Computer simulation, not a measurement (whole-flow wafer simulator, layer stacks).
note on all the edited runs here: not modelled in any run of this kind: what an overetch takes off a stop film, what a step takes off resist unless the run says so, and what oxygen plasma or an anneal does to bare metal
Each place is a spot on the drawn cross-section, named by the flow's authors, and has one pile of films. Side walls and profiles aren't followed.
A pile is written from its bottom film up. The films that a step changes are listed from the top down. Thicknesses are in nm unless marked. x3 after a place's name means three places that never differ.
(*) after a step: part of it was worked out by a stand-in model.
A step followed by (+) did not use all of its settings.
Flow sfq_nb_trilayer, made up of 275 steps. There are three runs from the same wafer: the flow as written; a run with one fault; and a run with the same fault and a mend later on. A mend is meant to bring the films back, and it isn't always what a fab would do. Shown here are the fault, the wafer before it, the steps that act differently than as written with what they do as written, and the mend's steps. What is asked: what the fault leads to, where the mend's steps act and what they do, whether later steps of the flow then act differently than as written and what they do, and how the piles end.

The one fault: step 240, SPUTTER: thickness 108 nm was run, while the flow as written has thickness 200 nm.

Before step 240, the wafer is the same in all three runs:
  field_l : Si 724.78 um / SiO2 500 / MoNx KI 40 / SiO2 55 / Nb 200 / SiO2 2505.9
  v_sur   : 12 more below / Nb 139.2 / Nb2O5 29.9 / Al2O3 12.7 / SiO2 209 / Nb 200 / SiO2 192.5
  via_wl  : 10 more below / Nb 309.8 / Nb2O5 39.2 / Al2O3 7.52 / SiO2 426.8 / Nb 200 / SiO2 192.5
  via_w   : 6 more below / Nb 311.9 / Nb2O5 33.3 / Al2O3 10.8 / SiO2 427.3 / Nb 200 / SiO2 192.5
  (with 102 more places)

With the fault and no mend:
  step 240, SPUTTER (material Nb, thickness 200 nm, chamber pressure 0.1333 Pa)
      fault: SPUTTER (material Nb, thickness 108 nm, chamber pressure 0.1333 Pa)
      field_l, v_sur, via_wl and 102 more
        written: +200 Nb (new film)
        fault: +108 Nb (new film)
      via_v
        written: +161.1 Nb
        fault: +86.8 Nb
  Later steps of the flow acting differently than as written (3 more steps, not shown, differ only slightly: by at most 2% or 0.5 nm, whichever is larger):
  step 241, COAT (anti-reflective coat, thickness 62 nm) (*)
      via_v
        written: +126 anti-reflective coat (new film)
        fault: +120.9 anti-reflective coat (new film)
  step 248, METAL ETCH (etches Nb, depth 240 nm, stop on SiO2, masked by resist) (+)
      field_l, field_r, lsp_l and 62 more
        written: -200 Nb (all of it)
        fault: -108 Nb (all of it)
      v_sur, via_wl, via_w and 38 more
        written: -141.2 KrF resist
        fault: -95.3 KrF resist
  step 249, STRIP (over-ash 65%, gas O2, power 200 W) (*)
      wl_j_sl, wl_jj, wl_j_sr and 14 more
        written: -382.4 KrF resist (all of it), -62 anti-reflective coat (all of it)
        fault: -428.3 KrF resist (all of it), -62 anti-reflective coat (all of it)
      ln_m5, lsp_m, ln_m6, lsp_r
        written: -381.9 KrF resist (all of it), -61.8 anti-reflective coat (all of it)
        fault: -427.8 KrF resist (all of it), -61.8 anti-reflective coat (all of it)
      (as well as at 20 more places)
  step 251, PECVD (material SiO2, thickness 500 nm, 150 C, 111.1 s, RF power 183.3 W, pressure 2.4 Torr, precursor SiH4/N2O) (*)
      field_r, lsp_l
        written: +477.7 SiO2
        fault: +487.9 SiO2
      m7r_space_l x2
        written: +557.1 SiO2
        fault: +500 SiO2
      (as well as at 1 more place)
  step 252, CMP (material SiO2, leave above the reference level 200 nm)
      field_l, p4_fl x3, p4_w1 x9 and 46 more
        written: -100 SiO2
        fault: -192 SiO2
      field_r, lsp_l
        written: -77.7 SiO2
        fault: -179.9 SiO2
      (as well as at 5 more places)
  At field_l, v_sur, via_wl and 103 more, the piles at the end differ from the flow's by more than 2% or 0.5 nm, whichever is larger.
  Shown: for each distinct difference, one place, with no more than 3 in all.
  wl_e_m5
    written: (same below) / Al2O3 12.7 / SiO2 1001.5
    fault: (same below) / Al2O3 12.7 / SiO2 909.5
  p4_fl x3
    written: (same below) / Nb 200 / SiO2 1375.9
    fault: (same below) / Nb 200 / SiO2 1283.9
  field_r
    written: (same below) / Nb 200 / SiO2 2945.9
    fault: (same below) / Nb 200 / SiO2 2853.9

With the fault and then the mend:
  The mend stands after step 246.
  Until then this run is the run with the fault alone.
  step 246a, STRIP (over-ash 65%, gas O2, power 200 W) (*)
      p4_fl x3, p4_w1 x9, p4_g1 x2 and 46 more
        -62 anti-reflective coat (all of it)
      wl_j_sl, wl_jj, wl_j_sr and 14 more
        -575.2 KrF resist (all of it), -62 anti-reflective coat (all of it)
      field_r, lsp_l, l0_sur, l0v
        -61.8 anti-reflective coat (all of it)
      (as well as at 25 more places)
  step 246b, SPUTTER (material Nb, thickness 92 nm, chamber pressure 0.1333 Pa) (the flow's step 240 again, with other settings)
      field_l, v_sur, via_wl and 102 more
        +92 Nb
      via_v
        +71.2 Nb
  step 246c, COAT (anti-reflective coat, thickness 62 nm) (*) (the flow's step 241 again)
      p4_fl x3, p4_w1 x9, p4_g1 x2 and 63 more
        +62 anti-reflective coat (new film)
      moat, field_r, lsp_l and 6 more
        +61.8 anti-reflective coat (new film)
      be_r, r_sur, res, r_end
        +61.7 anti-reflective coat (new film)
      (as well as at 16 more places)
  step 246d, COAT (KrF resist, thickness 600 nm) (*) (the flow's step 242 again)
      p4_fl x3, p4_w1 x9, p4_g1 x2 and 63 more
        +600 KrF resist (new film)
      field_r, lsp_l, ln_m5, lsp_m, ln_m6, l0v
        +599.5 KrF resist (new film)
      r_end, moat
        +599.4 KrF resist (new film)
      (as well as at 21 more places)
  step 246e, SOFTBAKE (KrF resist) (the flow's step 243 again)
      leaves every film unchanged at each place that is followed
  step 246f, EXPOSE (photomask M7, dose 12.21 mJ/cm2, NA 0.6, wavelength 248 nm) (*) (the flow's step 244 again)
      leaves every film unchanged at each place that is followed
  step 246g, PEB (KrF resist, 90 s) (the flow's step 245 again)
      field_l, v_sur, via_wl and 97 more
        -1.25 KrF resist
      via_w, via_wr, wire, be
        -1.24 KrF resist
      via_sp
        -1.23 KrF resist
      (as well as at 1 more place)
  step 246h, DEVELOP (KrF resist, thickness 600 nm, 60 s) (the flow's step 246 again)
      p4_fl x3, p4_w1 x9, p4_g1 x2 and 46 more
        -598.7 KrF resist (all of it)
      v_sur, via_wl, via_w and 38 more
        -23.5 KrF resist
      field_r, lsp_l
        -598.2 KrF resist (all of it)
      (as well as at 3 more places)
  Later steps of the flow that are run all act as written at every place that is followed, up to a difference of at most 2% or 0.5 nm, whichever is larger.
  When the end is reached, the piles differ only a little from the flow's at the places that both follow, at most by 2% or 0.5 nm, whichever is larger.
